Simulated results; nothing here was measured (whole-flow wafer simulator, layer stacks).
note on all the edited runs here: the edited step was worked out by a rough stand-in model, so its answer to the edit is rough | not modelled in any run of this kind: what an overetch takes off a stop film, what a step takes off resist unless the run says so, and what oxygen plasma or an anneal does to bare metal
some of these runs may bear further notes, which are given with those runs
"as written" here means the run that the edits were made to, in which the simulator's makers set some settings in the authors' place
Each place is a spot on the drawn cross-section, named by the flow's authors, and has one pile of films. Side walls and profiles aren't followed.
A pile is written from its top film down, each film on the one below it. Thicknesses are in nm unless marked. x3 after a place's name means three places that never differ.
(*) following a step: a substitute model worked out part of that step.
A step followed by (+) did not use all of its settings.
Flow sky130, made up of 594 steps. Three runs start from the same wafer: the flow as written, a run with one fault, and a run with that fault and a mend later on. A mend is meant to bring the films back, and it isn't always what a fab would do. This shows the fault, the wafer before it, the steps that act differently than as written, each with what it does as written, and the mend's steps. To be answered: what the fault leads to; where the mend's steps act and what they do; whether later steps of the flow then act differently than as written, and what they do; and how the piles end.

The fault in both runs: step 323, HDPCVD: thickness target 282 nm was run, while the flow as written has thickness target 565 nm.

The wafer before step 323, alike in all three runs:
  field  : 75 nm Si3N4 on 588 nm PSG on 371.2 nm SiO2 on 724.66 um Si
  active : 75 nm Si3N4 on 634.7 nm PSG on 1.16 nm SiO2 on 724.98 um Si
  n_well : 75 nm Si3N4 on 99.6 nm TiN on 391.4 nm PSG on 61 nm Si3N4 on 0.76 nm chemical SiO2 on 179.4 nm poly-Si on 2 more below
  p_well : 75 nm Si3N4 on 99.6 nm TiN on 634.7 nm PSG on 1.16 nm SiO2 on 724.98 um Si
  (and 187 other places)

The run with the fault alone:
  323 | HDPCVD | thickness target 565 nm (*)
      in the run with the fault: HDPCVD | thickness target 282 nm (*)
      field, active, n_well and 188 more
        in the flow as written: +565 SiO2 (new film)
        in the run with the fault: +282 SiO2 (new film)
  Steps later in the flow that act otherwise than as written (29 more steps, not shown, differ only slightly: by at most 2% or 0.5 nm, whichever is larger):
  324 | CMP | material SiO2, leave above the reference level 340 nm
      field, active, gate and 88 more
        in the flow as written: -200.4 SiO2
        in the run with the fault: nothing
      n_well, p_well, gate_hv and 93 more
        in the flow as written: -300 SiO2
        in the run with the fault: -17 SiO2
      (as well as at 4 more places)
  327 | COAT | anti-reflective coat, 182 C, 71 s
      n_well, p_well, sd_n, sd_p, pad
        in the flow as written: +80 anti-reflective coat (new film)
        in the run with the fault: +3 anti-reflective coat (new film)
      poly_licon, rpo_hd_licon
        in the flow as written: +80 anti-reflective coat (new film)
        in the run with the fault: +12 anti-reflective coat (new film)
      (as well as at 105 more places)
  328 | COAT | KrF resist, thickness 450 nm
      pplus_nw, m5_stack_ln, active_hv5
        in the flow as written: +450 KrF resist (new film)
        in the run with the fault: +430.9 KrF resist (new film)
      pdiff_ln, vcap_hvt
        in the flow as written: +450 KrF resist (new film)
        in the run with the fault: +427.5 KrF resist (new film)
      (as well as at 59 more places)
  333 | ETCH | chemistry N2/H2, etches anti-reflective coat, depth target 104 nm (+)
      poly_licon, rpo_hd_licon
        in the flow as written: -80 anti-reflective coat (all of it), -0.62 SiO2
        in the run with the fault: -12 anti-reflective coat (all of it), -2.36 SiO2
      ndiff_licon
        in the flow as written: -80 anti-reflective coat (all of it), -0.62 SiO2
        in the run with the fault: -52.6 anti-reflective coat (all of it), -1.32 SiO2
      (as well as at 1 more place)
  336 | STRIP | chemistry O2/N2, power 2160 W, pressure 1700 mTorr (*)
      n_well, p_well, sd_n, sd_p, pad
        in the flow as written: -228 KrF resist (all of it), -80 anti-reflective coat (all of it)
        in the run with the fault: -226.8 KrF resist (all of it), -3 anti-reflective coat (all of it)
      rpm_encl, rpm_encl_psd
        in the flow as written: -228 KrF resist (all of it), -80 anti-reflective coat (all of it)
        in the run with the fault: -216.3 KrF resist (all of it), -98.8 anti-reflective coat (all of it)
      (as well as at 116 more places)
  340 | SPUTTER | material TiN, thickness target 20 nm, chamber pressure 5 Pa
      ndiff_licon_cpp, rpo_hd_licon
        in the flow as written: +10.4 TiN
        in the run with the fault: +11.8 TiN
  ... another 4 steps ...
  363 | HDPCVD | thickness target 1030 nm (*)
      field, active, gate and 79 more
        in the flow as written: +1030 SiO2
        in the run with the fault: +1030 SiO2 (new film)
  By the end, the piles at field, active, gate and 90 more depart from the flow's by more than 2% or 0.5 nm, whichever is larger.
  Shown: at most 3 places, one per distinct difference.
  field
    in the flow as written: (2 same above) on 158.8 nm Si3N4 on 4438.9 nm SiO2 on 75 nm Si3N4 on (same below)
    in the run with the fault: (2 same above) on 158.8 nm Si3N4 on 4085.6 nm SiO2 on 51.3 nm W on 20 nm TiN on 282 nm SiO2 on 75 nm Si3N4 on (same below)
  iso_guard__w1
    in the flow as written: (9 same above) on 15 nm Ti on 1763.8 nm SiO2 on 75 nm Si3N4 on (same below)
    in the run with the fault: (9 same above) on 15 nm Ti on 1410.5 nm SiO2 on 51.3 nm W on 20 nm TiN on 282 nm SiO2 on 75 nm Si3N4 on (same below)
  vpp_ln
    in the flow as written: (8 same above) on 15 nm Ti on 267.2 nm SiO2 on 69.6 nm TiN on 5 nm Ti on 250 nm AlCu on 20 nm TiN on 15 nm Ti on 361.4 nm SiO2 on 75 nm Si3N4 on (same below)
    in the run with the fault: (8 same above) on 15 nm Ti on 267.8 nm SiO2 on 69.6 nm TiN on 5 nm Ti on 250 nm AlCu on 20 nm TiN on 15 nm Ti on 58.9 nm W on 20 nm TiN on 282 nm SiO2 on 75 nm Si3N4 on (same below)

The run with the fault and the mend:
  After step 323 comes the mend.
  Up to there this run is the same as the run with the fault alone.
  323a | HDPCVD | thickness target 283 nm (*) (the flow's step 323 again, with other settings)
      field, active, n_well and 188 more
        +283 SiO2
  Every later step of the flow that is run acts as written at every place that is followed.
  By the end, the piles equal the flow's at every place that both follow.
